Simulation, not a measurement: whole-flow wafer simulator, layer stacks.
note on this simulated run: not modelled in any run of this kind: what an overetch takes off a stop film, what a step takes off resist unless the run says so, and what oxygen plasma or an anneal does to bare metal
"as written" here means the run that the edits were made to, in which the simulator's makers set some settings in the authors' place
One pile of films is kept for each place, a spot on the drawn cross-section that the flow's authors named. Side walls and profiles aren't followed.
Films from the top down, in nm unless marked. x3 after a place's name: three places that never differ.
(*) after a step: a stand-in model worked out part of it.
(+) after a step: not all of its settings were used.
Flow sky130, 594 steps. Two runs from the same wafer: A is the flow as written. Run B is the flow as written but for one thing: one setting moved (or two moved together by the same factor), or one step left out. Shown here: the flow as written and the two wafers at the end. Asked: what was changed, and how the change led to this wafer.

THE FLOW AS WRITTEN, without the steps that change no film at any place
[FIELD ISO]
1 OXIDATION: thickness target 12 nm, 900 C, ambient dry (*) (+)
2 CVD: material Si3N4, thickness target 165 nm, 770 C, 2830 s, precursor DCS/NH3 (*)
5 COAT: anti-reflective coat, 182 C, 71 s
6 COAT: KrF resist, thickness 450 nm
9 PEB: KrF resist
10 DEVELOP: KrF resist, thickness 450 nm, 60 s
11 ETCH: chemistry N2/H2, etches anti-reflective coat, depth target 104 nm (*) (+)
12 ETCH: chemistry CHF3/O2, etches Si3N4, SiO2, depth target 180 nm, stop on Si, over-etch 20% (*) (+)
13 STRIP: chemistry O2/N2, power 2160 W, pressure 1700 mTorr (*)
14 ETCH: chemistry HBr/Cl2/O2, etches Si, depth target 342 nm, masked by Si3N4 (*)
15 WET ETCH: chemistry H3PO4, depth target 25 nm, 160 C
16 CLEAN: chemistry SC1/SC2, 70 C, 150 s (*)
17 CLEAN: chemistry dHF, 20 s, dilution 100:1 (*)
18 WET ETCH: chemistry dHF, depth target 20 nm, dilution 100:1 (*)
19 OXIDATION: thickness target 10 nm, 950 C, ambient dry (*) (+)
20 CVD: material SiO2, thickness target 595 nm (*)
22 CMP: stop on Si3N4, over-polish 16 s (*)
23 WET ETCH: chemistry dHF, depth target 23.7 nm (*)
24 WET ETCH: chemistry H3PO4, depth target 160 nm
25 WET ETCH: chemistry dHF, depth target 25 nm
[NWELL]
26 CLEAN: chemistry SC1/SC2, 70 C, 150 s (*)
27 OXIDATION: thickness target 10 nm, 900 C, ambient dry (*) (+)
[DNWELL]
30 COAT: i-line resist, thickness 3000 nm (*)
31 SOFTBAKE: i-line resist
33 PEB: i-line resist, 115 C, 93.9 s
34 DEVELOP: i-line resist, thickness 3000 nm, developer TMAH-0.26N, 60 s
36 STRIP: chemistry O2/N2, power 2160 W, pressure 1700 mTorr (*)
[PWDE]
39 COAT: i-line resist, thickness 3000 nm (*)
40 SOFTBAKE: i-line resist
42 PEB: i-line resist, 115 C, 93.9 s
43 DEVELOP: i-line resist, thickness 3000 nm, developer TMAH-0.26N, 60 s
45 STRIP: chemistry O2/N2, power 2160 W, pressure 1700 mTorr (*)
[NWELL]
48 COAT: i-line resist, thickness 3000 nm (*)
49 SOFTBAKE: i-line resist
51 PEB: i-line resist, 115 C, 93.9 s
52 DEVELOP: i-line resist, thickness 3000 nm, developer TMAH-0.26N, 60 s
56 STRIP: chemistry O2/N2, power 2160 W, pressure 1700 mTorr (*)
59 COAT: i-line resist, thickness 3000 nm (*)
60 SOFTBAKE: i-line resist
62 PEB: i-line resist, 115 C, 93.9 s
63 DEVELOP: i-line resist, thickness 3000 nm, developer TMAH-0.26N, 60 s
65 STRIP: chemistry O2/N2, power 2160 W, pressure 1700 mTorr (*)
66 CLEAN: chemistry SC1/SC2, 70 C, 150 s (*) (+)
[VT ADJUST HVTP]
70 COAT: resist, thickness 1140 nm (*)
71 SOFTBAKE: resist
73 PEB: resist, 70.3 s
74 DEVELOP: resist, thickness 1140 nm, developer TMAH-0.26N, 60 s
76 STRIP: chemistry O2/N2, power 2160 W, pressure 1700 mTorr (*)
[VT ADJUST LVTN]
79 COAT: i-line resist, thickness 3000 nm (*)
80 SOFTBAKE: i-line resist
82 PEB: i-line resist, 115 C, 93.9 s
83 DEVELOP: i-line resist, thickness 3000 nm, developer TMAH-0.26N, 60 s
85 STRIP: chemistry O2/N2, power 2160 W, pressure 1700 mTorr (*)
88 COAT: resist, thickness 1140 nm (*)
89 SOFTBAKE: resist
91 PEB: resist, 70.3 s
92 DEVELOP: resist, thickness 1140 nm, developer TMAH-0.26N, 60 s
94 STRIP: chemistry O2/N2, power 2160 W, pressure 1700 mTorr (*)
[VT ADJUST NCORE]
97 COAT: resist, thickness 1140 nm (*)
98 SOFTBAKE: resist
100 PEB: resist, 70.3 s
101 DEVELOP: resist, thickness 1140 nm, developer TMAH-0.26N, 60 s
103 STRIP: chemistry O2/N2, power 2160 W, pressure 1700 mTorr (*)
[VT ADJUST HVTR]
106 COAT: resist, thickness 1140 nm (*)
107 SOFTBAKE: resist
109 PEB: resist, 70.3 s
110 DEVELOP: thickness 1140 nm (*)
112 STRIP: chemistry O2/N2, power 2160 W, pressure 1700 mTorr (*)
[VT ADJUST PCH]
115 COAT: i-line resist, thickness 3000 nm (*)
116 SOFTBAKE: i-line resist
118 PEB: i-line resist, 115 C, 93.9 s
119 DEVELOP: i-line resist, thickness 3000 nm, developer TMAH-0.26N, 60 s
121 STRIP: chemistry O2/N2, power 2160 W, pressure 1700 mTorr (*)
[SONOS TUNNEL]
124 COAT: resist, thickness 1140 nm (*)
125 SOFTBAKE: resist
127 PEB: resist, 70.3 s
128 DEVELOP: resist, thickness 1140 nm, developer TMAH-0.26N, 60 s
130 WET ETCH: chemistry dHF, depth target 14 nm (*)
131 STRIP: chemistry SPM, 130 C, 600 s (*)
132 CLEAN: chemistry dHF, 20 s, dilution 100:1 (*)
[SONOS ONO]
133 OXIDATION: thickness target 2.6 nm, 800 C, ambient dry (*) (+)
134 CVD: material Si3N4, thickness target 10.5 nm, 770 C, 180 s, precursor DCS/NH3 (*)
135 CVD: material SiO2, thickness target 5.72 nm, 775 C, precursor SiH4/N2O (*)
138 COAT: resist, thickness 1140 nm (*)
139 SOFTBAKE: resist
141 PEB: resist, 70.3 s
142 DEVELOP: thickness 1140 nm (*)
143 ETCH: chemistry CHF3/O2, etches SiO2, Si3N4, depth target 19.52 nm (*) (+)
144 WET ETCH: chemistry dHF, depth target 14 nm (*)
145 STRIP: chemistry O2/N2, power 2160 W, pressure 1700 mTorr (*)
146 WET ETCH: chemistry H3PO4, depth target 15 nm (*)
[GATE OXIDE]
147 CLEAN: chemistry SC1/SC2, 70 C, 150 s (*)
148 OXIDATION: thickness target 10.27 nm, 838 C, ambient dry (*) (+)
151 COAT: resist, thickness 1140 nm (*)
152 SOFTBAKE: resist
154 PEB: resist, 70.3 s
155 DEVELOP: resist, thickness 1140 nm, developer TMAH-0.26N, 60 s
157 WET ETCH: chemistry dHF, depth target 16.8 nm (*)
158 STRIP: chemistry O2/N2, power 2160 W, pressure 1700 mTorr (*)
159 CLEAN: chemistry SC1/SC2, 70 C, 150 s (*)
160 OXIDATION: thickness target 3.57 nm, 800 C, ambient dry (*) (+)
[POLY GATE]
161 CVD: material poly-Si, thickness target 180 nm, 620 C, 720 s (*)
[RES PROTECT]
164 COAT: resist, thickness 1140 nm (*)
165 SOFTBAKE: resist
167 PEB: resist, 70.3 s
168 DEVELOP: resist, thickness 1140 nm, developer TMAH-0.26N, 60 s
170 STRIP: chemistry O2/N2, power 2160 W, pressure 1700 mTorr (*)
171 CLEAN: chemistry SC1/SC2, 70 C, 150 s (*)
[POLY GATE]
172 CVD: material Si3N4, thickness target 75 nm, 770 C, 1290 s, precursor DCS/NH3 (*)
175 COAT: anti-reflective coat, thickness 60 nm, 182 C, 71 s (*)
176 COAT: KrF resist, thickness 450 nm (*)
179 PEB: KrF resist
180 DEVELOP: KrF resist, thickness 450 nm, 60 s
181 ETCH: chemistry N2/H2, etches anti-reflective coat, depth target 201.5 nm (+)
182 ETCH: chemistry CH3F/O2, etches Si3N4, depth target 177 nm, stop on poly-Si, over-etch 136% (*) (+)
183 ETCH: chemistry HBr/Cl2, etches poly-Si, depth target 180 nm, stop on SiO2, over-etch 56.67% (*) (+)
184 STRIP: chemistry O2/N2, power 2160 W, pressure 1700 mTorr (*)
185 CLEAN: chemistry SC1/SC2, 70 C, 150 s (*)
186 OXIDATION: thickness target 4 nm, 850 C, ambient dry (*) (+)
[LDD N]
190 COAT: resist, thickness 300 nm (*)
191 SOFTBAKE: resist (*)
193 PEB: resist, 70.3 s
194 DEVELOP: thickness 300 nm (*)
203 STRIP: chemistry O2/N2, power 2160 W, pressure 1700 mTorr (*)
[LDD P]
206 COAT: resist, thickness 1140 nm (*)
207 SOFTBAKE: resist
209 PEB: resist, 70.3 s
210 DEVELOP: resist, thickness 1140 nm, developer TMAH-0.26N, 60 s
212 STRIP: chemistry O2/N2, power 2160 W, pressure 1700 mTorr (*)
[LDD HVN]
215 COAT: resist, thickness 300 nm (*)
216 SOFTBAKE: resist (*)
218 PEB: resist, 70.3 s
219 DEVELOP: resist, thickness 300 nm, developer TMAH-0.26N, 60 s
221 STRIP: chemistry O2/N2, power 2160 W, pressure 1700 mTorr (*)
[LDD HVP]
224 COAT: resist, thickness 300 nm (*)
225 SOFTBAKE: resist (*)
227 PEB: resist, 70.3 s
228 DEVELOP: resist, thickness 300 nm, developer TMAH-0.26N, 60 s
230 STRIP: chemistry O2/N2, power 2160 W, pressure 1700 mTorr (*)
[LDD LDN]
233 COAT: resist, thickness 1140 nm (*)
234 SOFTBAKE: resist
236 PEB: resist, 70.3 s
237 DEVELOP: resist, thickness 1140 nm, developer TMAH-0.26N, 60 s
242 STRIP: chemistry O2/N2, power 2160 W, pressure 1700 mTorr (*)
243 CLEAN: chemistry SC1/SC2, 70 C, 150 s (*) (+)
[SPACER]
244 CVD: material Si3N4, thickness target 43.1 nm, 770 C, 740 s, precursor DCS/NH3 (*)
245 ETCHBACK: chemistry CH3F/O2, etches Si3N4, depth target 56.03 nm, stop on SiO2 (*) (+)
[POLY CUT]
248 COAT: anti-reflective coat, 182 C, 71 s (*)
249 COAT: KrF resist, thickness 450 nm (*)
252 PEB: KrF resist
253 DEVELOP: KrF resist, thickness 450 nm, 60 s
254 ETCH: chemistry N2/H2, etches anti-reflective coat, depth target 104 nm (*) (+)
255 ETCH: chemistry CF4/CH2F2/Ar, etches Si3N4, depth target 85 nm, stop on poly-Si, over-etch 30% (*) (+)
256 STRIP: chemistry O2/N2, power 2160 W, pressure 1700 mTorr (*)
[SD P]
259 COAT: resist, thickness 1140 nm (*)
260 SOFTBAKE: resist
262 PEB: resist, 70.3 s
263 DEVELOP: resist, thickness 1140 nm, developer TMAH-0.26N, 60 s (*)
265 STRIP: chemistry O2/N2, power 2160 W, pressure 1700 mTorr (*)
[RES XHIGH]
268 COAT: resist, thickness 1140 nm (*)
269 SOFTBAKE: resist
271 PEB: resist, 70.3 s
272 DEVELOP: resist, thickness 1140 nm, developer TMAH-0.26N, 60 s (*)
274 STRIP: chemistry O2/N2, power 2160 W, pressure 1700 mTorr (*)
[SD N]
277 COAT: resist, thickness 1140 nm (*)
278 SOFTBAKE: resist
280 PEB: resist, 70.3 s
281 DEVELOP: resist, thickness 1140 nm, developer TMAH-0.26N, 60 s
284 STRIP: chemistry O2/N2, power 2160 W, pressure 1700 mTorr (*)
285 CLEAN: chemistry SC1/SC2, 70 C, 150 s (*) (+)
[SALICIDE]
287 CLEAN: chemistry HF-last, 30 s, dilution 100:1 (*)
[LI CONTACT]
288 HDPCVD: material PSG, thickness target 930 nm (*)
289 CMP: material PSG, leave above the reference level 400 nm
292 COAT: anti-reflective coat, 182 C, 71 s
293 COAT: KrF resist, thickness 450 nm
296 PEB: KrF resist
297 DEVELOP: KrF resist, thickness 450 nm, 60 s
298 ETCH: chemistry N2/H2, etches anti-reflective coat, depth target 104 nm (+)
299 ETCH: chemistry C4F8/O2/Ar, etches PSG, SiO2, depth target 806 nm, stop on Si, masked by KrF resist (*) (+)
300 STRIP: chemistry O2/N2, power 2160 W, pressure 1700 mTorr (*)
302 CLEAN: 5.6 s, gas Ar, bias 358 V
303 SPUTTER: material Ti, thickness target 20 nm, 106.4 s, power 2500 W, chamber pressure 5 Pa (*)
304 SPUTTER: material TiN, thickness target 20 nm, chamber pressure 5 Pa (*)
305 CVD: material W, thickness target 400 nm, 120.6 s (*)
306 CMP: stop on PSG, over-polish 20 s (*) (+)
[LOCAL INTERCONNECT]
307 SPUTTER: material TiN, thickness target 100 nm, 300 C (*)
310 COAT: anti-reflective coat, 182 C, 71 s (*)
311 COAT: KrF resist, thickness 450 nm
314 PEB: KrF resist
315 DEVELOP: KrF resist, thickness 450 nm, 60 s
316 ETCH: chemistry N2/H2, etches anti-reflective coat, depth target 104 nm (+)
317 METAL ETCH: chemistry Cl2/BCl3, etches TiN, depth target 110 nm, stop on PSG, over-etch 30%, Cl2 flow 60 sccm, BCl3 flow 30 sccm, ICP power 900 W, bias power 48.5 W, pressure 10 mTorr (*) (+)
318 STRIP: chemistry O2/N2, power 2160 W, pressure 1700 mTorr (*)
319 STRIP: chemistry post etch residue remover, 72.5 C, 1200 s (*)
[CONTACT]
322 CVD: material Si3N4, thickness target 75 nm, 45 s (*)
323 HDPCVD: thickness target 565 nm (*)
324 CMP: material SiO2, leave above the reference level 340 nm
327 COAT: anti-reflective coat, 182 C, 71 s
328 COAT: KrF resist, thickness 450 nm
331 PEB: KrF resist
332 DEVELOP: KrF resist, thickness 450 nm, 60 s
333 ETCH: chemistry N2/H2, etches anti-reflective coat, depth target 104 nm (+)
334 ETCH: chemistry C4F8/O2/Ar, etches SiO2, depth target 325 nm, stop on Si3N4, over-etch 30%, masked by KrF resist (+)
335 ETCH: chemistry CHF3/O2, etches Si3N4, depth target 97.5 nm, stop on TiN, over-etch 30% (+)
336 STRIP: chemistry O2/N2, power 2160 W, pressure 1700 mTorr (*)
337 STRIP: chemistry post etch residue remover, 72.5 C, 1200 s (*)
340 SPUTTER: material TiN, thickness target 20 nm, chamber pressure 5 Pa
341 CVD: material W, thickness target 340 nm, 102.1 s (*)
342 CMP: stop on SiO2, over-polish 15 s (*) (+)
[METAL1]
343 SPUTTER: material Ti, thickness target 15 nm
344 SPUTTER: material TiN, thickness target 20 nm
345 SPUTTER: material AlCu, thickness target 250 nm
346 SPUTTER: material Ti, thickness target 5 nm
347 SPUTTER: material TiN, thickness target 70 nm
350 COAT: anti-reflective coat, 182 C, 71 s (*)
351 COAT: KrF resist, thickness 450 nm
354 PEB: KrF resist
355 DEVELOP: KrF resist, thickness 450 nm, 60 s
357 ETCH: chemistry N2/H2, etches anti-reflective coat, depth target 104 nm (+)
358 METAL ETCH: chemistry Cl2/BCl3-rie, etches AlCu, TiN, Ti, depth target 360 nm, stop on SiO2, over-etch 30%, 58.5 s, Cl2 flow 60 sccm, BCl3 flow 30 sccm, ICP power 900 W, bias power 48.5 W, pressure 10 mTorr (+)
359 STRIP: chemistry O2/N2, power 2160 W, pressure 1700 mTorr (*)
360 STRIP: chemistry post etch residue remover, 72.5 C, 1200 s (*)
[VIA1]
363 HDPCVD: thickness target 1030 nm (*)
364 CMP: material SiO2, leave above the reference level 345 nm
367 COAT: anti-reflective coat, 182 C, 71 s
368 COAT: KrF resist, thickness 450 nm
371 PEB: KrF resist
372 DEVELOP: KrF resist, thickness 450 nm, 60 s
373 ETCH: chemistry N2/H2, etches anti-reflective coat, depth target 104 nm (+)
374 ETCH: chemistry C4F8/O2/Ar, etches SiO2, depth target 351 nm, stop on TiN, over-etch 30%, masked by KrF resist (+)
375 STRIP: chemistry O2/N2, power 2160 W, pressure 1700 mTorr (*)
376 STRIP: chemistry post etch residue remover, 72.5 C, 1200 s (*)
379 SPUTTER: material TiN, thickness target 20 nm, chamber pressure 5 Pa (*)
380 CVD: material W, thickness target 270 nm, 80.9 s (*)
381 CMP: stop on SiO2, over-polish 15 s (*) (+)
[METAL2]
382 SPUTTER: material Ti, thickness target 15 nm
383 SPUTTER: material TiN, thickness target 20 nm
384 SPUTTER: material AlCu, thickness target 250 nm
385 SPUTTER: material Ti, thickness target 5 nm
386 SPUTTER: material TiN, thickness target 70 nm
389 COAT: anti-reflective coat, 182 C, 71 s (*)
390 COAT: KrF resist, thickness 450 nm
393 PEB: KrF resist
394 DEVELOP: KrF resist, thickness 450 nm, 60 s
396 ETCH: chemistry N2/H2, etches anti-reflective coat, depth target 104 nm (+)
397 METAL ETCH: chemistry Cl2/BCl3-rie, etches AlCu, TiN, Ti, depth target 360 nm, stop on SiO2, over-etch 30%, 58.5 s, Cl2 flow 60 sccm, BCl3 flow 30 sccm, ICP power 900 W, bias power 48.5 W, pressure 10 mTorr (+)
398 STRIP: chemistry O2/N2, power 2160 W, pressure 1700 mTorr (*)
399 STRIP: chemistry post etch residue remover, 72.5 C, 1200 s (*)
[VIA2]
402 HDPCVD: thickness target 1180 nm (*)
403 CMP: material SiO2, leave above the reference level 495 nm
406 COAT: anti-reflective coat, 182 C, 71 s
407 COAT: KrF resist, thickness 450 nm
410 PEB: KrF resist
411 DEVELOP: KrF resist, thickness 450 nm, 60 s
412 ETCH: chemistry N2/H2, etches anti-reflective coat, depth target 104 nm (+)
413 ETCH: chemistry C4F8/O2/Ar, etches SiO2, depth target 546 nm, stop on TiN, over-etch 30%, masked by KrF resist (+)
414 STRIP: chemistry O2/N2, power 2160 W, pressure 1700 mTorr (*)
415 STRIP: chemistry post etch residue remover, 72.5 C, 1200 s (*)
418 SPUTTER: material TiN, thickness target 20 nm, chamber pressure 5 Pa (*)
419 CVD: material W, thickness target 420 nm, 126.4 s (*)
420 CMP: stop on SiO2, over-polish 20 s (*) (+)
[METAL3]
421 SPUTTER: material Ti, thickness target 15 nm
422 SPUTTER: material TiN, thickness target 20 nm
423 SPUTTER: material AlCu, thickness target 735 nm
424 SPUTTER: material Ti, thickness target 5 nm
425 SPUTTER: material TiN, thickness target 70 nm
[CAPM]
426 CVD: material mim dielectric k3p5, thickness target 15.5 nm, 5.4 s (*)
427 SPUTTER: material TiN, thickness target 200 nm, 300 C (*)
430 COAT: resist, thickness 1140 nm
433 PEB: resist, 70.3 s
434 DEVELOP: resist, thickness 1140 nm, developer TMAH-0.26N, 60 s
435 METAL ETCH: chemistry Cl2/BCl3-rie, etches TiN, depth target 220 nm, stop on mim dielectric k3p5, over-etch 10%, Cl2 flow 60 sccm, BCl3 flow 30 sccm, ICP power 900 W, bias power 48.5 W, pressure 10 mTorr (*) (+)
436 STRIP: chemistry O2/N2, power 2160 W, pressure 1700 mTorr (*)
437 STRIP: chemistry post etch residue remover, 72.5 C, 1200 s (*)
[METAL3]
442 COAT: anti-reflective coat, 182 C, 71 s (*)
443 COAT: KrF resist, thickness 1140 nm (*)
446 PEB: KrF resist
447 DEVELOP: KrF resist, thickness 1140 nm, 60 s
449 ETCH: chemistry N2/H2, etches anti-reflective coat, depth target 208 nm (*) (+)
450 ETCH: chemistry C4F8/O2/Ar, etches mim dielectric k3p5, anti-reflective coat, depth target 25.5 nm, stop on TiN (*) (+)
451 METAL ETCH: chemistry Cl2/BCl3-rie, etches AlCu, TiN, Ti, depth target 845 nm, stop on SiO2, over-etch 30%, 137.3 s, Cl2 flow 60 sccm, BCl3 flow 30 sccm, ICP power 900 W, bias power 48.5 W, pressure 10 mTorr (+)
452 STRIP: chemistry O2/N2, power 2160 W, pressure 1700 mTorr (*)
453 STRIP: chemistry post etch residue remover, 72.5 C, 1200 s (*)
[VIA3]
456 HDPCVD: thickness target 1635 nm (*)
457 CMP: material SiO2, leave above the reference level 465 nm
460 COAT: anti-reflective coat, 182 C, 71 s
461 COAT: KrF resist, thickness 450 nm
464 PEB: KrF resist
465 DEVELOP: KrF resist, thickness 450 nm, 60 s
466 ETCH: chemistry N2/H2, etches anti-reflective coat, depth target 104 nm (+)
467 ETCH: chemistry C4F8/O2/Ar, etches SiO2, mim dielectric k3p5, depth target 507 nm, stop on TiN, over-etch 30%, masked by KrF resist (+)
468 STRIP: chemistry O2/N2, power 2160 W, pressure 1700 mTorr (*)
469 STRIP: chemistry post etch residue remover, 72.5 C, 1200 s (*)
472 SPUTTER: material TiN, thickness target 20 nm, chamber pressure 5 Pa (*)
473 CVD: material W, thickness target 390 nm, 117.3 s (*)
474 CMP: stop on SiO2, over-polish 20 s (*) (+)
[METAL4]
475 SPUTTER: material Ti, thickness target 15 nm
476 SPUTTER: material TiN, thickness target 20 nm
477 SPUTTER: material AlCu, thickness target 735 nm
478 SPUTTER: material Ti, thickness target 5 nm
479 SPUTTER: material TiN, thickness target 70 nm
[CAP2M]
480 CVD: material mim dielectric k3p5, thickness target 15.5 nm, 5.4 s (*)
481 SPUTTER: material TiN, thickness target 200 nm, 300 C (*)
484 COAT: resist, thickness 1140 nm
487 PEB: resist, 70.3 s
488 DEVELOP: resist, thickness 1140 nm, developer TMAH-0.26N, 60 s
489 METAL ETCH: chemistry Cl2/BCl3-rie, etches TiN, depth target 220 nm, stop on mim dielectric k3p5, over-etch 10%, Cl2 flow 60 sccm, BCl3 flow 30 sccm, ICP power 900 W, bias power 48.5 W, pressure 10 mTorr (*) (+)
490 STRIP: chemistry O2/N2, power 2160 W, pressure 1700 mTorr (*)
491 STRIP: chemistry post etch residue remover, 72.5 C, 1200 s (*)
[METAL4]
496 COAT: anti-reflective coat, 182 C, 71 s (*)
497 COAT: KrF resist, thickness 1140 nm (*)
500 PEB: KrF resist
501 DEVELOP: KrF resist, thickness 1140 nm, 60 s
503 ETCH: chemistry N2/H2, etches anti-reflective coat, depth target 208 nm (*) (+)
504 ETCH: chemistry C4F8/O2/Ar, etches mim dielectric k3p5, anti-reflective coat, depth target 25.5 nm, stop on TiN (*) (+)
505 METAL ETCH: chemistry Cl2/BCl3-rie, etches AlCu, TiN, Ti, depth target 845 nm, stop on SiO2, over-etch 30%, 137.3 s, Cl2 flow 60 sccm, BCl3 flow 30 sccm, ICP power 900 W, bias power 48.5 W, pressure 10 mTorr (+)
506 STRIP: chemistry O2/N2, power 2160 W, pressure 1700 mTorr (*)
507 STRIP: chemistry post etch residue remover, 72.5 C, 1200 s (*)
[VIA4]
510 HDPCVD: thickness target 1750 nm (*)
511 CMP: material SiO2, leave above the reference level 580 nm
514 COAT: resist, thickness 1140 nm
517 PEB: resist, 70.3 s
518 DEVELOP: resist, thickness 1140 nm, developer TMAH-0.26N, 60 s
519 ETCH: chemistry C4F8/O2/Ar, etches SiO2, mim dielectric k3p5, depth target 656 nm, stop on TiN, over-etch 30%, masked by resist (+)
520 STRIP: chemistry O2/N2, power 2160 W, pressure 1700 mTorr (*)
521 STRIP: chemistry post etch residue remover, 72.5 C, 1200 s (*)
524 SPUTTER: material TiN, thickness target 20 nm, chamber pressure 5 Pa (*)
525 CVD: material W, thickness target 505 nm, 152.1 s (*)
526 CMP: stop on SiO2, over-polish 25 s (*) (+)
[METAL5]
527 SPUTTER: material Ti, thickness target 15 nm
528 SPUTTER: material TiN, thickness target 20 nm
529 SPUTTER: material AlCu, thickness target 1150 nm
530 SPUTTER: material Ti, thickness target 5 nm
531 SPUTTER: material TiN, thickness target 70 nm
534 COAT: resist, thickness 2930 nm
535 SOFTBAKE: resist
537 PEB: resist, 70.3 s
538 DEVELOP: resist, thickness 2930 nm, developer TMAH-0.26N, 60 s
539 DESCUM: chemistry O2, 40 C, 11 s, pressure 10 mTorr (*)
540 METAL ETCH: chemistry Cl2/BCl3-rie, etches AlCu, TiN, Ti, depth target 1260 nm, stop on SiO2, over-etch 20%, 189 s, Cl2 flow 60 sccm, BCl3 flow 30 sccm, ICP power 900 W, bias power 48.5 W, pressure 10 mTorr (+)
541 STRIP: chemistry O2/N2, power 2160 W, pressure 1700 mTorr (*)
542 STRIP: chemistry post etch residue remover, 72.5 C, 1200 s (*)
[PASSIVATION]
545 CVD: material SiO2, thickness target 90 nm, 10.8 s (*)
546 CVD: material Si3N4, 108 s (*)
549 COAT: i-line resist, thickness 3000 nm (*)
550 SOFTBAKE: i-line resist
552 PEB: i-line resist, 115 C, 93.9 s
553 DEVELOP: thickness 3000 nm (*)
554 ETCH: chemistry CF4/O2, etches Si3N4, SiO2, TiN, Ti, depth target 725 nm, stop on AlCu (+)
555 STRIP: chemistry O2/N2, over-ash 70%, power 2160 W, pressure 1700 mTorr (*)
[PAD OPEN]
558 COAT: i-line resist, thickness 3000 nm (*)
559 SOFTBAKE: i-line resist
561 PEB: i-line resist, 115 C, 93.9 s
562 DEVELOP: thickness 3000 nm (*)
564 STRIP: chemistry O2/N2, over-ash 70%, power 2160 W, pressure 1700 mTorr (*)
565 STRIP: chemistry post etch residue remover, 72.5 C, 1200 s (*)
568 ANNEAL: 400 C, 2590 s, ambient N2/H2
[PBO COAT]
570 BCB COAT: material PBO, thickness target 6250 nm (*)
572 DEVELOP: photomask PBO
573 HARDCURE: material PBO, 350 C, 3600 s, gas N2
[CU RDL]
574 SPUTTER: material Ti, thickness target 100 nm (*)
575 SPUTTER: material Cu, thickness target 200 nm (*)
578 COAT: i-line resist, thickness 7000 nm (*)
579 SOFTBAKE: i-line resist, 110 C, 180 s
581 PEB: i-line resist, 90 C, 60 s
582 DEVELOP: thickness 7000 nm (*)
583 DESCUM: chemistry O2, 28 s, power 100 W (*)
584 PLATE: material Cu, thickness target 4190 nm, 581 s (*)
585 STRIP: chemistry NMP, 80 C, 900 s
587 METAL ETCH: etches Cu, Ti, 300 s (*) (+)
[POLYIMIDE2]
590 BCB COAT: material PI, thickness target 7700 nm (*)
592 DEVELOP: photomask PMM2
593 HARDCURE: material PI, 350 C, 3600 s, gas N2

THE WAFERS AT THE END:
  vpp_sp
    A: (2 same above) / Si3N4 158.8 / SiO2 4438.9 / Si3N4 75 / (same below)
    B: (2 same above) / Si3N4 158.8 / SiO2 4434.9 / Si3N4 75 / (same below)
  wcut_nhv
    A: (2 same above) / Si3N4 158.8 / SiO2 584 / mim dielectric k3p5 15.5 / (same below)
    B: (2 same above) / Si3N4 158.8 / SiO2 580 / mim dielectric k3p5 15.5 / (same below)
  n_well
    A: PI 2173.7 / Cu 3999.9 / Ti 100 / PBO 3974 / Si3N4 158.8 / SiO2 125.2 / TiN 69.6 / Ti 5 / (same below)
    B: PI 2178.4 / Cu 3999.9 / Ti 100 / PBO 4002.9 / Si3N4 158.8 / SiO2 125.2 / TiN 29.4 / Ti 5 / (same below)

The cause: step 531, SPUTTER: thickness target 29.8 nm was run, where the flow has thickness target 70 nm.

How the change led to this, step by step:
  531 SPUTTER: material TiN, thickness target 70 nm
      field, active, n_well and 190 more: A TiN +70 (new film) | B TiN +29.8 (new film)
  540 METAL ETCH: chemistry Cl2/BCl3-rie, etches AlCu, TiN, Ti, depth target 1260 nm, stop on SiO2, over-etch 20%, 189 s, Cl2 flow 60 sccm, BCl3 flow 30 sccm, ICP power 900 W, bias power 48.5 W, pressure 10 mTorr (+)
      field, active, gate and 175 more: A TiN -70 (all of it), Ti -5 (all of it), AlCu -1150 (all of it), TiN -20 (all of it), Ti -15 (all of it), SiO2 -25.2 | B TiN -29.8 (all of it), Ti -5 (all of it), AlCu -1150 (all of it), TiN -20 (all of it), Ti -15 (all of it), SiO2 -29.2
  549 COAT: i-line resist, thickness 3000 nm (*)
      n_well, p_well, sd_n, sd_p, pad: A i-line resist +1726 (new film) | B i-line resist +1761.9 (new film)
  550 SOFTBAKE: i-line resist
      gate_p_lvt, iso_guard_hv_nw: A i-line resist +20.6 | B i-line resist +19.8
      field: A i-line resist -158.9 | B i-line resist -155.4
      (and at 60 more places)
  552 PEB: i-line resist, 115 C, 93.9 s
      n_well, p_well, sd_n, sd_p, pad: A i-line resist -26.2 | B i-line resist -26.8
      ndiff_licon_rim, ndiff_licon: A i-line resist -26.7 | B i-line resist -27.3
      (and at 5 more places)
  553 DEVELOP: thickness 3000 nm (*)
      pad: A i-line resist -1699.7 (all of it) | B i-line resist -1735 (all of it)
  554 ETCH: chemistry CF4/O2, etches Si3N4, SiO2, TiN, Ti, depth target 725 nm, stop on AlCu (+)
      field, active, n_well and 189 more: A i-line resist -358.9 | B i-line resist -318.7
      pad: A Si3N4 -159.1 (all of it), SiO2 -125.2 (all of it), TiN -69.6 (all of it), Ti -5 (all of it) | B Si3N4 -159.1 (all of it), SiO2 -125.2 (all of it), TiN -29.4 (all of it), Ti -5 (all of it)
  555 STRIP: chemistry O2/N2, over-ash 70%, power 2160 W, pressure 1700 mTorr (*)
      n_well, p_well, sd_n, sd_p: A i-line resist -1340.8 (all of it) | B i-line resist -1416.3 (all of it)
      m1: A i-line resist -1364.1 (all of it) | B i-line resist -1438.9 (all of it)
      (and at 8 more places)
  558 COAT: i-line resist, thickness 3000 nm (*)
      n_well, p_well, sd_n, sd_p: A i-line resist +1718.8 (new film) | B i-line resist +1754.9 (new film)
  559 SOFTBAKE: i-line resist
      gate_p_lvt, iso_guard_hv_nw: A i-line resist +20.6 | B i-line resist +19.8
      gate: A i-line resist -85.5 | B i-line resist -81.6
      (and at 64 more places)
  561 PEB: i-line resist, 115 C, 93.9 s
      n_well, p_well, sd_n, sd_p: A i-line resist -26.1 | B i-line resist -26.7
      ndiff_licon_rim, ndiff_licon: A i-line resist -26.7 | B i-line resist -27.3
      (and at 4 more places)
  564 STRIP: chemistry O2/N2, over-ash 70%, power 2160 W, pressure 1700 mTorr (*)
      n_well, p_well, sd_n, sd_p: A i-line resist -1692.7 (all of it) | B i-line resist -1728.2 (all of it)
  579 SOFTBAKE: i-line resist, 110 C, 180 s
      rpo_hd_licon, mim2: A i-line resist -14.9 | B i-line resist -14.3
      mim: A i-line resist -16.8 | B i-line resist -16.2
      (and at 5 more places)
